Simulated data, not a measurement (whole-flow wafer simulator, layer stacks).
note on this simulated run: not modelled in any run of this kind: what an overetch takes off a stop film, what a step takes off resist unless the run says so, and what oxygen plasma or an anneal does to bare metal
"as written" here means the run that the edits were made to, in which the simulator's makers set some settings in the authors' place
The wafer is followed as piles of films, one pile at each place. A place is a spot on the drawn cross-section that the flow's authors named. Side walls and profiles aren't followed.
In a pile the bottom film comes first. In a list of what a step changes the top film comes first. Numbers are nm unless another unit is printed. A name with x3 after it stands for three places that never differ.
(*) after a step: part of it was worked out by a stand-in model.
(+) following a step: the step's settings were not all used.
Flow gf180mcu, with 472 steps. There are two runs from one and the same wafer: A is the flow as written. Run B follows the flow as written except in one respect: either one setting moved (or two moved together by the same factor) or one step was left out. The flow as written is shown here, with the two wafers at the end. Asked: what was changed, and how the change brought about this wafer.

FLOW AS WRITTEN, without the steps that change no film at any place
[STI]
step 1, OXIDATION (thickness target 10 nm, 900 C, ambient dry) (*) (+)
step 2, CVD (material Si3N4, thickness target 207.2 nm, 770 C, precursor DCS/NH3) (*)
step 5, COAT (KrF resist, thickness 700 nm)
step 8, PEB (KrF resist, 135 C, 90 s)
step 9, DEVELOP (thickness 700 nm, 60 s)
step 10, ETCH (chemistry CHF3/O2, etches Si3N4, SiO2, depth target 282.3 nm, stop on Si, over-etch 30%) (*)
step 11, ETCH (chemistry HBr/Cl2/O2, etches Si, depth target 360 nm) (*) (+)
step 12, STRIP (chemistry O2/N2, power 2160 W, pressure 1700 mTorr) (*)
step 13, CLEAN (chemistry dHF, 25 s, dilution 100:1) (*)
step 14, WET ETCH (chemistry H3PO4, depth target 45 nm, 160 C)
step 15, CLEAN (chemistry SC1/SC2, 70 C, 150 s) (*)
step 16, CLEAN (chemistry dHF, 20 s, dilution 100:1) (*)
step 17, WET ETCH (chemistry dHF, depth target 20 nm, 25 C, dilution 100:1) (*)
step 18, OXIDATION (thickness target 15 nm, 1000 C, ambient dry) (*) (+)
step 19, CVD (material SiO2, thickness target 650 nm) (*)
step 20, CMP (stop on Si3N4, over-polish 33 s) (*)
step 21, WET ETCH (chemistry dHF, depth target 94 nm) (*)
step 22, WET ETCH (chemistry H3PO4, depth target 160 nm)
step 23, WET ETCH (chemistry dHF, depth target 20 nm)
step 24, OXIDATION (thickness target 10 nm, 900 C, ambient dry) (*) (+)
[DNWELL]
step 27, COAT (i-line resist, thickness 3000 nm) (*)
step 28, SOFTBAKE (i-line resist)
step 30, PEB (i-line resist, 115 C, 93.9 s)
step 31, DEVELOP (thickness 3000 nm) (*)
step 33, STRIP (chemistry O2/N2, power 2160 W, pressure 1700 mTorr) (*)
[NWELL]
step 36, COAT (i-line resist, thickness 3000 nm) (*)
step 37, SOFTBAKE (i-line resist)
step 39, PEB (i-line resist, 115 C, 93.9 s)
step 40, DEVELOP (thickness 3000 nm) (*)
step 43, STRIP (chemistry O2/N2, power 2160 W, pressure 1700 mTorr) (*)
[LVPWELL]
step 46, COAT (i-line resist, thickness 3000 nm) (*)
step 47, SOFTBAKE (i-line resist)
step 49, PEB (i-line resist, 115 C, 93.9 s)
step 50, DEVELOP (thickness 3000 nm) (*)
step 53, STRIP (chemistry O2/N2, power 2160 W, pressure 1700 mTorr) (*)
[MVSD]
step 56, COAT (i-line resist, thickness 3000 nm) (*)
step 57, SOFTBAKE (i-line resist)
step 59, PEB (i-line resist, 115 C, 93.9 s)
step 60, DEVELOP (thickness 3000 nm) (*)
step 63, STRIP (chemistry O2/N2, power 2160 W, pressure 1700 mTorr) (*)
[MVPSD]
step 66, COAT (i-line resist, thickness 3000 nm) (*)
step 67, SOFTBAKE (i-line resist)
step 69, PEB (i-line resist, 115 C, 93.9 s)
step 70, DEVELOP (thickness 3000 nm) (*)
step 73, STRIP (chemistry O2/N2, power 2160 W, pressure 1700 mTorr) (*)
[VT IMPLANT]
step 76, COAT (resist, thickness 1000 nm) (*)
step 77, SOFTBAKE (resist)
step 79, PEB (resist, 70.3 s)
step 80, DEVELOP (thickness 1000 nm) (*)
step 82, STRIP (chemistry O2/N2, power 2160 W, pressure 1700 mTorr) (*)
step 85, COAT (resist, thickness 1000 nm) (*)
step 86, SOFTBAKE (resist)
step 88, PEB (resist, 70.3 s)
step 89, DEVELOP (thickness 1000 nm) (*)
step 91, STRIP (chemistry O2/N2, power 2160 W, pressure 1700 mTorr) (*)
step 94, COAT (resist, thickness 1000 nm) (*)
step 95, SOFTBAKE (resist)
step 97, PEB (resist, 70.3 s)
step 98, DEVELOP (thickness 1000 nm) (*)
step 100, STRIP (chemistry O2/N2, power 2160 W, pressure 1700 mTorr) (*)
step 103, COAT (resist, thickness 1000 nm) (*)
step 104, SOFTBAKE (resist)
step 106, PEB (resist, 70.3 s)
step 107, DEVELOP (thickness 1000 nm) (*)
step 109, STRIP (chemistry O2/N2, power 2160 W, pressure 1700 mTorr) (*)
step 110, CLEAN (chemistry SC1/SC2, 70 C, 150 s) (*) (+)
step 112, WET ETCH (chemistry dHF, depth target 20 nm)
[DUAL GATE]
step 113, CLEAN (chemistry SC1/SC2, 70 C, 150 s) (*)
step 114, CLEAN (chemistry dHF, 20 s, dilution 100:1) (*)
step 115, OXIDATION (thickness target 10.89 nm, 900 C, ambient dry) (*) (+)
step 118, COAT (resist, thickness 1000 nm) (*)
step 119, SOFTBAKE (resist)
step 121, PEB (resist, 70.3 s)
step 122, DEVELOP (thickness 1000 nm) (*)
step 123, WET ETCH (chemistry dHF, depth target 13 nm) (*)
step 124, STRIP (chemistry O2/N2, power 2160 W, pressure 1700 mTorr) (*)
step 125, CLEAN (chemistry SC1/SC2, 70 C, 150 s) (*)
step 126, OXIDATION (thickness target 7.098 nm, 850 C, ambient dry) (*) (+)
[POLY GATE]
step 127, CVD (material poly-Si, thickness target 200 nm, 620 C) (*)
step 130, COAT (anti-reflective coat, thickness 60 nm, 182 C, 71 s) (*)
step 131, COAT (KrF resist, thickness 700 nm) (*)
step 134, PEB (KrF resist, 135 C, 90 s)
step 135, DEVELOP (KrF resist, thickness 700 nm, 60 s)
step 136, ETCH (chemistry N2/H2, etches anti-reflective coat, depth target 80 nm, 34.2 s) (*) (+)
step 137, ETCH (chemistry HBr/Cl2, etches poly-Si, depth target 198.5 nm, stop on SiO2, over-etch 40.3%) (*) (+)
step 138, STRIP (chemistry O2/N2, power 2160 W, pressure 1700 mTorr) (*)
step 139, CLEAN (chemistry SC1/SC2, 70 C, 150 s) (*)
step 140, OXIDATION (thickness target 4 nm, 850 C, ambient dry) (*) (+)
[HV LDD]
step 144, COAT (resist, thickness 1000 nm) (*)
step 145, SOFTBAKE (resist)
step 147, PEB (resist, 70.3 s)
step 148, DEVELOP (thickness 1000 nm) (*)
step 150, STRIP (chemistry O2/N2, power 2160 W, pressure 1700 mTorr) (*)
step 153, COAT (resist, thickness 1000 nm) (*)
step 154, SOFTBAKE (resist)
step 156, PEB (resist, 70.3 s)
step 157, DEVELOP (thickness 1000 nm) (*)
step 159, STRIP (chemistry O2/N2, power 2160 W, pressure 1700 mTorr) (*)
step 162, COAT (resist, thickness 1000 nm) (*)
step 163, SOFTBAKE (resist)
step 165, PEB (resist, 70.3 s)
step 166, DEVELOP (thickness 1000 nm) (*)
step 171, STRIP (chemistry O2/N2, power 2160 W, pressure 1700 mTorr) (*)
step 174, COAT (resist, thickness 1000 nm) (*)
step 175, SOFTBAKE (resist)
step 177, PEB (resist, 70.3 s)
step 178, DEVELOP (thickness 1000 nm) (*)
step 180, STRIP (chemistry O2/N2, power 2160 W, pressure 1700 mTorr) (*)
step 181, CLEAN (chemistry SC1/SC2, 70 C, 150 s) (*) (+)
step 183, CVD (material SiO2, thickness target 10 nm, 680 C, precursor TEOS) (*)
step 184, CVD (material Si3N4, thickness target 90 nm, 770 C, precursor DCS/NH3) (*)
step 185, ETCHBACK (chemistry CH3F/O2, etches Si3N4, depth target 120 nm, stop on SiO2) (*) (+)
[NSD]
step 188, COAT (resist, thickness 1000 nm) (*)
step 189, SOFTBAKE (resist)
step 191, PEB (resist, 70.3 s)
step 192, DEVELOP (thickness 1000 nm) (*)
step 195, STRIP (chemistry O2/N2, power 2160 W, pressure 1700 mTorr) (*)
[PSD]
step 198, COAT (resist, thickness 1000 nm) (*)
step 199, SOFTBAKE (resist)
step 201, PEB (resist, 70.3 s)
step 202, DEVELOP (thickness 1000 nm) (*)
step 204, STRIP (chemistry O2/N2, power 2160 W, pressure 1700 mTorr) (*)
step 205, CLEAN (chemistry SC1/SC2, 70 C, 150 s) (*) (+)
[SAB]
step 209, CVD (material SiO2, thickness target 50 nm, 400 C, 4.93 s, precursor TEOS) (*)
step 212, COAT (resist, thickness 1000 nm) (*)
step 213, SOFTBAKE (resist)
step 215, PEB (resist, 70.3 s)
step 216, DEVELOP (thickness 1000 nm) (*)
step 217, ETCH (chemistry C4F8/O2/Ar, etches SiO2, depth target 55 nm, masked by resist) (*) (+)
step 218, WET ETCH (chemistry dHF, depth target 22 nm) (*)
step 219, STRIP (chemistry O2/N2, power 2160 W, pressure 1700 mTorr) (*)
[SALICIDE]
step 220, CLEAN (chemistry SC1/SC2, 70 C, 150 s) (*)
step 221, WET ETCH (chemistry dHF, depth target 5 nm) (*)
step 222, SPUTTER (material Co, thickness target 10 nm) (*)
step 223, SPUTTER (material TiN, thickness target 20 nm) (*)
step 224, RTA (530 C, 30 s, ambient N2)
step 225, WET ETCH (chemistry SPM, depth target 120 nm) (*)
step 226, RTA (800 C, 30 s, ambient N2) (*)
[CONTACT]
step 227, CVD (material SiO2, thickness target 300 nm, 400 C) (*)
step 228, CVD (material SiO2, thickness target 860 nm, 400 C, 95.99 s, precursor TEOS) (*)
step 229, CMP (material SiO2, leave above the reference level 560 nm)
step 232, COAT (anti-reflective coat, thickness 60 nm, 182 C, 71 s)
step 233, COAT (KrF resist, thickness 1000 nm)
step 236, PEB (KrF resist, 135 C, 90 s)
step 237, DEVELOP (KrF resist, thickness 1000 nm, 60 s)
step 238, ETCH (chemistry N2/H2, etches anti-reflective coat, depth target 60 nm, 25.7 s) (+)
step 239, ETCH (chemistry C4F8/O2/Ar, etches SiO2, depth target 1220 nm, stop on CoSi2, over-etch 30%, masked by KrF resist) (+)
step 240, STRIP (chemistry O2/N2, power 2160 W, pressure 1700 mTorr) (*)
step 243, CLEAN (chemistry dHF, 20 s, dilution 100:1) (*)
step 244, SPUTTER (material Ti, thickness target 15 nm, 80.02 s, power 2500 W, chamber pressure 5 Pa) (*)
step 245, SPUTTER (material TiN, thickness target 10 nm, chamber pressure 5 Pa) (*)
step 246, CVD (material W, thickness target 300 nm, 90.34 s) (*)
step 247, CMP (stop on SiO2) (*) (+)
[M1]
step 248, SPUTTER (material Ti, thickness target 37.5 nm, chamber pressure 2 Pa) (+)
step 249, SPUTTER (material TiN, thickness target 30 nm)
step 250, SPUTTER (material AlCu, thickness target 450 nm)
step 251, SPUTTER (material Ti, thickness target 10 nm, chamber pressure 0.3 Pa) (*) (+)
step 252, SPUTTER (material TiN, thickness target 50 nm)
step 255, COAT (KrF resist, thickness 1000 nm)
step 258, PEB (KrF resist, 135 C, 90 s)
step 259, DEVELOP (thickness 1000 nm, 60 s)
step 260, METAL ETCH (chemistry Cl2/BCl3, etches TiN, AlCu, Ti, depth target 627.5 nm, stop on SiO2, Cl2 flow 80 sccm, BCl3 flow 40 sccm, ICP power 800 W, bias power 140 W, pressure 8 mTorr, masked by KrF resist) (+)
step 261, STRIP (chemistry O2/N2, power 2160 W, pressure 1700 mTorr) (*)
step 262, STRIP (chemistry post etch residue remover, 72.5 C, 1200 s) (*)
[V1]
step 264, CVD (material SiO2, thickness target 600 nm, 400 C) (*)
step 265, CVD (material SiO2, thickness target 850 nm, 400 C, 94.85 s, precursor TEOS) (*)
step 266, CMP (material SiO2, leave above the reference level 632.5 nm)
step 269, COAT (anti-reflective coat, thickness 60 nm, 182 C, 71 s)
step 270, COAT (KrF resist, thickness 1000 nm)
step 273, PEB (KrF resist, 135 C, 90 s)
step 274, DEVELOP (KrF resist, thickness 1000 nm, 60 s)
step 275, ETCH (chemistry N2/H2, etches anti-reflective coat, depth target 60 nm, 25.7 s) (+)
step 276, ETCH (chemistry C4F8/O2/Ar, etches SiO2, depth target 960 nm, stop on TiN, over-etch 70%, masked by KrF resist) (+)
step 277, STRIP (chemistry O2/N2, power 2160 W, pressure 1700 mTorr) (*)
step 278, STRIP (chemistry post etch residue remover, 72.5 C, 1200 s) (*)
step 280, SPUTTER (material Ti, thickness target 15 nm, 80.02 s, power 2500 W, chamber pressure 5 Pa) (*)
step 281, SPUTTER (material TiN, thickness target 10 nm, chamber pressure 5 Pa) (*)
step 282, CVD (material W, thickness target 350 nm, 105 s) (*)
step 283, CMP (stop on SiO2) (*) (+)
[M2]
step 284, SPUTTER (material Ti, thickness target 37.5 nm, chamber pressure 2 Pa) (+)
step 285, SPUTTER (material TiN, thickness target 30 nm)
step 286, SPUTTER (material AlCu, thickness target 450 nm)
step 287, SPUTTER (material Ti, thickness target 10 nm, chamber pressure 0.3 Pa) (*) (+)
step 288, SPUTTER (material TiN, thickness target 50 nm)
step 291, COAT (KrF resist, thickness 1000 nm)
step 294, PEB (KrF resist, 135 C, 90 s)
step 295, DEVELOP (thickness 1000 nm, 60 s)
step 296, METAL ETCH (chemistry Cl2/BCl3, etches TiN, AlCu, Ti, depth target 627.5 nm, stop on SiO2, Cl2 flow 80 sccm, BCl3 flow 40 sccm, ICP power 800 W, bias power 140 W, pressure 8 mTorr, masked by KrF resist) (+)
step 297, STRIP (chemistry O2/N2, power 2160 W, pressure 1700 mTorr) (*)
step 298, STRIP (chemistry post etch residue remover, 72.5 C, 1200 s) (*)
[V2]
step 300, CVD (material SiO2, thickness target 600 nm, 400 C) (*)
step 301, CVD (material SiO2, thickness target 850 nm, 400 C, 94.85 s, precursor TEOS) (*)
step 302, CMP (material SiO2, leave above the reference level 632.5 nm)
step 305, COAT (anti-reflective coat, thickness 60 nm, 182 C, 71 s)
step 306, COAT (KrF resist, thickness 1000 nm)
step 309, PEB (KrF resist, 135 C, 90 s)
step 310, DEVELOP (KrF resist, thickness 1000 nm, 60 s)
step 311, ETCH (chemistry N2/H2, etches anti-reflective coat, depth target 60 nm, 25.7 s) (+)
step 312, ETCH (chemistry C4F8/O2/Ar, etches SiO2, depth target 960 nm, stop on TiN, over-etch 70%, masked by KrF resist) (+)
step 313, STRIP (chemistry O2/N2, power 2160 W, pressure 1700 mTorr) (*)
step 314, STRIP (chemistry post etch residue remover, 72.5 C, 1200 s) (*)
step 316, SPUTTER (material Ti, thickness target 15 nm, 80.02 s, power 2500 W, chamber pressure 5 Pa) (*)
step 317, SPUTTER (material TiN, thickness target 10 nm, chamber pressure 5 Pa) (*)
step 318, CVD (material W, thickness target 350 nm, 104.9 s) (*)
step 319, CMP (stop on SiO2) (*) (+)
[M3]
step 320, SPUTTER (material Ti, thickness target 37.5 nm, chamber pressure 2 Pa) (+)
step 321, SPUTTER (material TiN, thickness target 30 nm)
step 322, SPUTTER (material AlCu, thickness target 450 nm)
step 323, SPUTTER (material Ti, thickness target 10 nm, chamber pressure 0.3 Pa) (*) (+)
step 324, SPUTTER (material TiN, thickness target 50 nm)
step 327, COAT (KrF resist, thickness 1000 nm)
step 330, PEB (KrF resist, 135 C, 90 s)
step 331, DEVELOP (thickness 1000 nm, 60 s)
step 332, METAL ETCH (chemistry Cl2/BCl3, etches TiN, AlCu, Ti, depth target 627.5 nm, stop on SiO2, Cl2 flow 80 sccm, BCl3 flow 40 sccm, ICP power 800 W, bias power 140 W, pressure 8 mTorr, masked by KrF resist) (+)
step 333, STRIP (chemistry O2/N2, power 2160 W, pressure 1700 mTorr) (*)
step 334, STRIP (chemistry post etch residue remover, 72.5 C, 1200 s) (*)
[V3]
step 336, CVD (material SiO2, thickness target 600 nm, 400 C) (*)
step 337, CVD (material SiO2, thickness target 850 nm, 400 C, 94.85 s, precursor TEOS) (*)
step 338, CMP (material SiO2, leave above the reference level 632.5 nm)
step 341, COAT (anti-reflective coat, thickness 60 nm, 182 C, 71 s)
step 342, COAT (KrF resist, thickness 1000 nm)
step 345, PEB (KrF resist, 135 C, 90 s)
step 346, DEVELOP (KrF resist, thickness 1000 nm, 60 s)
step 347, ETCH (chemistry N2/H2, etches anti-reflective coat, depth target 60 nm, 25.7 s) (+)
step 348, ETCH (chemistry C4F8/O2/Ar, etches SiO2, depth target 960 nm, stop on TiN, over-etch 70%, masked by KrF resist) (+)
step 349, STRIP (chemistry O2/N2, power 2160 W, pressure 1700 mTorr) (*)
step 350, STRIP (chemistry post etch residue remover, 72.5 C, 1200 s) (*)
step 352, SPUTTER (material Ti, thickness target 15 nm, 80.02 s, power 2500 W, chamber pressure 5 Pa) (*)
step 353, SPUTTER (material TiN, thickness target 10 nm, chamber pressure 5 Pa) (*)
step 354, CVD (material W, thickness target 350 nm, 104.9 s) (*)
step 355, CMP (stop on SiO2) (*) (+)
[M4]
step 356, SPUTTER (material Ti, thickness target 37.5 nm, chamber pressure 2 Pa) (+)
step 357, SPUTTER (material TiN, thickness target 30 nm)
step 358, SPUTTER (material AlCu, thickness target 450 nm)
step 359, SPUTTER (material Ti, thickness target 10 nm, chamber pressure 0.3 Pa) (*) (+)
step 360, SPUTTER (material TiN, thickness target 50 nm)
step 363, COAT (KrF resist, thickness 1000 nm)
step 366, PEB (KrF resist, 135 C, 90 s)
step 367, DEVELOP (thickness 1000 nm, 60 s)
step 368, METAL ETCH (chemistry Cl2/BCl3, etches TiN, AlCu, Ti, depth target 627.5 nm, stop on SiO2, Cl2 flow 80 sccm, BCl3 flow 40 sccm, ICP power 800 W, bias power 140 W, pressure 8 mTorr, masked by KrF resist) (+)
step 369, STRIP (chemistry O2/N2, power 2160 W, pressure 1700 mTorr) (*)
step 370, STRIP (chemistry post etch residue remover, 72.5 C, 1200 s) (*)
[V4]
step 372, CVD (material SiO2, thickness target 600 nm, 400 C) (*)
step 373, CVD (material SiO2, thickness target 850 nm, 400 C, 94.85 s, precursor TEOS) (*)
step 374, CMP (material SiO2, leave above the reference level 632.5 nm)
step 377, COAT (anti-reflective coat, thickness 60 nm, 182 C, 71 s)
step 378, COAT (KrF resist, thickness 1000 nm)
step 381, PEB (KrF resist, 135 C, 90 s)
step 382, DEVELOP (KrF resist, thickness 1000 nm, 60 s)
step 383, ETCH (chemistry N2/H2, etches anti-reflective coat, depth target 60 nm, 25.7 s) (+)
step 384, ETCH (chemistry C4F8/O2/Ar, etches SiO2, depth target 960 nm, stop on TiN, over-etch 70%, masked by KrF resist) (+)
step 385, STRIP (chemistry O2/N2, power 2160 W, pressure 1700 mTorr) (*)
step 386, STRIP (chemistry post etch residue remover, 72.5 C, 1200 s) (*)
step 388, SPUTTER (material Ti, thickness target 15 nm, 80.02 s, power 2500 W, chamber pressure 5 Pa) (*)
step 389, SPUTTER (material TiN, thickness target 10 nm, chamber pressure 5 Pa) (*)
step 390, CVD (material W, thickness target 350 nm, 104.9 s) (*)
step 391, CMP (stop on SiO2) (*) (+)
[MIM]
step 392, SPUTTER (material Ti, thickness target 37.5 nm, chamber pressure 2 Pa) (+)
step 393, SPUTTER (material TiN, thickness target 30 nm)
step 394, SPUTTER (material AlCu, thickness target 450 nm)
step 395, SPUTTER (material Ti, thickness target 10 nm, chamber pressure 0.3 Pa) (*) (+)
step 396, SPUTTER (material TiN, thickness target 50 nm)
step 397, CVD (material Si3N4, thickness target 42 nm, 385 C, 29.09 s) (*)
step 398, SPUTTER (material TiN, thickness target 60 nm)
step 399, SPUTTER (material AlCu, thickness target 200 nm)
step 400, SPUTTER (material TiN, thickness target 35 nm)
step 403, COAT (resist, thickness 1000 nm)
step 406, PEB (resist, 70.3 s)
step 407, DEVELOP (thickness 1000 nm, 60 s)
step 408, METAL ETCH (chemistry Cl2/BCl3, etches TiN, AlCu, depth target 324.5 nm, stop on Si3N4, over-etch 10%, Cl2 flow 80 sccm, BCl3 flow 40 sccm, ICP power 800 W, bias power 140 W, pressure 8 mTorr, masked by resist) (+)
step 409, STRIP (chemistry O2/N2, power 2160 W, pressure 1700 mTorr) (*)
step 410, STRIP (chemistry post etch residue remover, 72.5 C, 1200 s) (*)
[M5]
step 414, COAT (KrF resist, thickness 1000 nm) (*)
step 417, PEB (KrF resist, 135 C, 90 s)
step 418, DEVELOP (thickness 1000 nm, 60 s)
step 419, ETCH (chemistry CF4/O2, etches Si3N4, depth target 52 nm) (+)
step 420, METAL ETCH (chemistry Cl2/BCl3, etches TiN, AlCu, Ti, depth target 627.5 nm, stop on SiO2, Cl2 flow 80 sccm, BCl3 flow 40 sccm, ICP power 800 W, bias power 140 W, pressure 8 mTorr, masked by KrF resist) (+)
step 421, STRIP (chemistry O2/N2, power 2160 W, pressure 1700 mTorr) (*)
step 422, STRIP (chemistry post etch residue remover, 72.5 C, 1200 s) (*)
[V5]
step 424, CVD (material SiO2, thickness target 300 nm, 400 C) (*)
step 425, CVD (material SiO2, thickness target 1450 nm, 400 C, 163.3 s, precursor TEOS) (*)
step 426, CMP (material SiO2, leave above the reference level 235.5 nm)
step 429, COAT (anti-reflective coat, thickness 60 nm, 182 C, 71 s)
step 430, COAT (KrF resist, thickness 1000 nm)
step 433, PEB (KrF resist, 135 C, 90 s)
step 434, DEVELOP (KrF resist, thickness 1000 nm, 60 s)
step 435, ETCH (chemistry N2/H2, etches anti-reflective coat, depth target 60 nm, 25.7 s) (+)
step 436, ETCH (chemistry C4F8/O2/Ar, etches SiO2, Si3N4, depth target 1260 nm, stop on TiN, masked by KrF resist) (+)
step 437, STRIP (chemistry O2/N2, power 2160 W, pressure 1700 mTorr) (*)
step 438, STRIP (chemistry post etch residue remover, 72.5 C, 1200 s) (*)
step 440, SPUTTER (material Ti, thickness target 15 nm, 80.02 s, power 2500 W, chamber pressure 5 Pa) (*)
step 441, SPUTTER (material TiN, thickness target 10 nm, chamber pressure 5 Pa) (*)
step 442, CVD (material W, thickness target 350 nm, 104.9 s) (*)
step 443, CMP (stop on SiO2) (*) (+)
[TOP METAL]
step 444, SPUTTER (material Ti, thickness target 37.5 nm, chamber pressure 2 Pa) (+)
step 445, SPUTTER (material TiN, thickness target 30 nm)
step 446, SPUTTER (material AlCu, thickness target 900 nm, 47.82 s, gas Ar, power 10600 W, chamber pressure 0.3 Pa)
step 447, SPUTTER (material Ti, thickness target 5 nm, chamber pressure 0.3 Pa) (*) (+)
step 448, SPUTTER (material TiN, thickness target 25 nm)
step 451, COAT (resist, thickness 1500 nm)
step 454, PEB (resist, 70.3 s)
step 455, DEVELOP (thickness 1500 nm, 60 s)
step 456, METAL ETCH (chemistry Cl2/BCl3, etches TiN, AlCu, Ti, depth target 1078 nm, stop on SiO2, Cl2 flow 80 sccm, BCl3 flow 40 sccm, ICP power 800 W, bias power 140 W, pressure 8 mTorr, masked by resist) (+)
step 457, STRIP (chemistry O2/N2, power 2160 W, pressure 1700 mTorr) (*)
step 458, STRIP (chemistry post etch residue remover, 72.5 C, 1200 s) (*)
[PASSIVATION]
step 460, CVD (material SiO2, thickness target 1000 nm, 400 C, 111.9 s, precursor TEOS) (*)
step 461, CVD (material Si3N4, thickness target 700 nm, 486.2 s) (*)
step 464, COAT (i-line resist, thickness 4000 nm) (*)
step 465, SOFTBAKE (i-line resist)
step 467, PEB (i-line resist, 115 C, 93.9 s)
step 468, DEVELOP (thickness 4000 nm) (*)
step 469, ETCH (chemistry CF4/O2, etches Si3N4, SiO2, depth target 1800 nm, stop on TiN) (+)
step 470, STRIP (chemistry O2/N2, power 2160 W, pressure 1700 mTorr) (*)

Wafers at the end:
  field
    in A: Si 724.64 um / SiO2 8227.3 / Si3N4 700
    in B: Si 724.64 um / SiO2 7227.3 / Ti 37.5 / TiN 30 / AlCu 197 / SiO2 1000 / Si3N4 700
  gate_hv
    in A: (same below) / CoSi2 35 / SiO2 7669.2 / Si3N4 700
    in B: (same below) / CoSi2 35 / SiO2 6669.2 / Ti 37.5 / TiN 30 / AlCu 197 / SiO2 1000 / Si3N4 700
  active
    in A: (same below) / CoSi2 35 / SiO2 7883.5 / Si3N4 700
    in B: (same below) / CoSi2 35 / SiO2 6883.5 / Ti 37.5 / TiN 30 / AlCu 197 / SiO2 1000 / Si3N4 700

The reason: step 456, METAL ETCH: depth target 727.3 nm was run, while the flow as written has depth target 1078 nm.

The path from the change to this, step by step:
  step 456, METAL ETCH (chemistry Cl2/BCl3, etches TiN, AlCu, Ti, depth target 1078 nm, stop on SiO2, Cl2 flow 80 sccm, BCl3 flow 40 sccm, ICP power 800 W, bias power 140 W, pressure 8 mTorr, masked by resist) (+)
      field, field__w1, field__w2 and 103 more: A TiN loses 25 (all of it), Ti loses 5 (all of it), AlCu loses 900 (all of it), TiN loses 30 (all of it), Ti loses 37.5 (all of it) | B TiN loses 25 (all of it), Ti loses 5 (all of it), AlCu loses 697.3
      field__w8, contact, m1, m1__w1, pad, m1_nw: A resist loses 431 | B resist loses 290.9
  step 457, STRIP (chemistry O2/N2, power 2160 W, pressure 1700 mTorr) (*)
      field__w8, contact, m1, m1__w1, pad, m1_nw: A resist loses 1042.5 (all of it) | B resist loses 1182.5 (all of it)
  step 458, STRIP (chemistry post etch residue remover, 72.5 C, 1200 s) (*)
      field, field__w1, field__w2 and 103 more: A nothing | B AlCu loses 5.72
  step 460, CVD (material SiO2, thickness target 1000 nm, 400 C, 111.9 s, precursor TEOS) (*)
      field, field__w1, field__w2 and 103 more: A SiO2 gains 1000 | B SiO2 gains 1000 (new film)
  step 464, COAT (i-line resist, thickness 4000 nm) (*)
      field__w8: A i-line resist gains 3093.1 (new film) | B i-line resist gains 3328.1 (new film)
      contact: A i-line resist gains 3153.6 (new film) | B i-line resist gains 3364.8 (new film)
      (as well as at 4 more places)
  step 465, SOFTBAKE (i-line resist)
      gate: A i-line resist gains 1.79 | B i-line resist loses 0.44
      field: A i-line resist loses 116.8 | B i-line resist loses 77.1
      (as well as at 67 more places)
  step 467, PEB (i-line resist, 115 C, 93.9 s)
      field__w8, m1__w1: A i-line resist loses 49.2 | B i-line resist loses 54
      contact, m1: A i-line resist loses 49.6 | B i-line resist loses 54.3
      (as well as at 2 more places)
  step 468, DEVELOP (thickness 4000 nm) (*)
      pad: A i-line resist loses 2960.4 (all of it) | B i-line resist loses 3218 (all of it)
  step 470, STRIP (chemistry O2/N2, power 2160 W, pressure 1700 mTorr) (*)
      field__w8, m1__w1: A i-line resist loses 1775.9 (all of it) | B i-line resist loses 2029.5 (all of it)
      contact: A i-line resist loses 1798.3 (all of it) | B i-line resist loses 2043.2 (all of it)
      (as well as at 2 more places)
With metal films that touch counted as one body, field has 1 body; the flow as written gives 0 bodies.
With metal films that touch counted as one body, gate_hv has 2 bodies (between them, from the top down: SiO2 6669.2); the flow as written gives 1 body.
With metal films that touch counted as one body, active has 2 bodies (between them, from the top down: SiO2 6883.5); the flow as written gives 1 body.
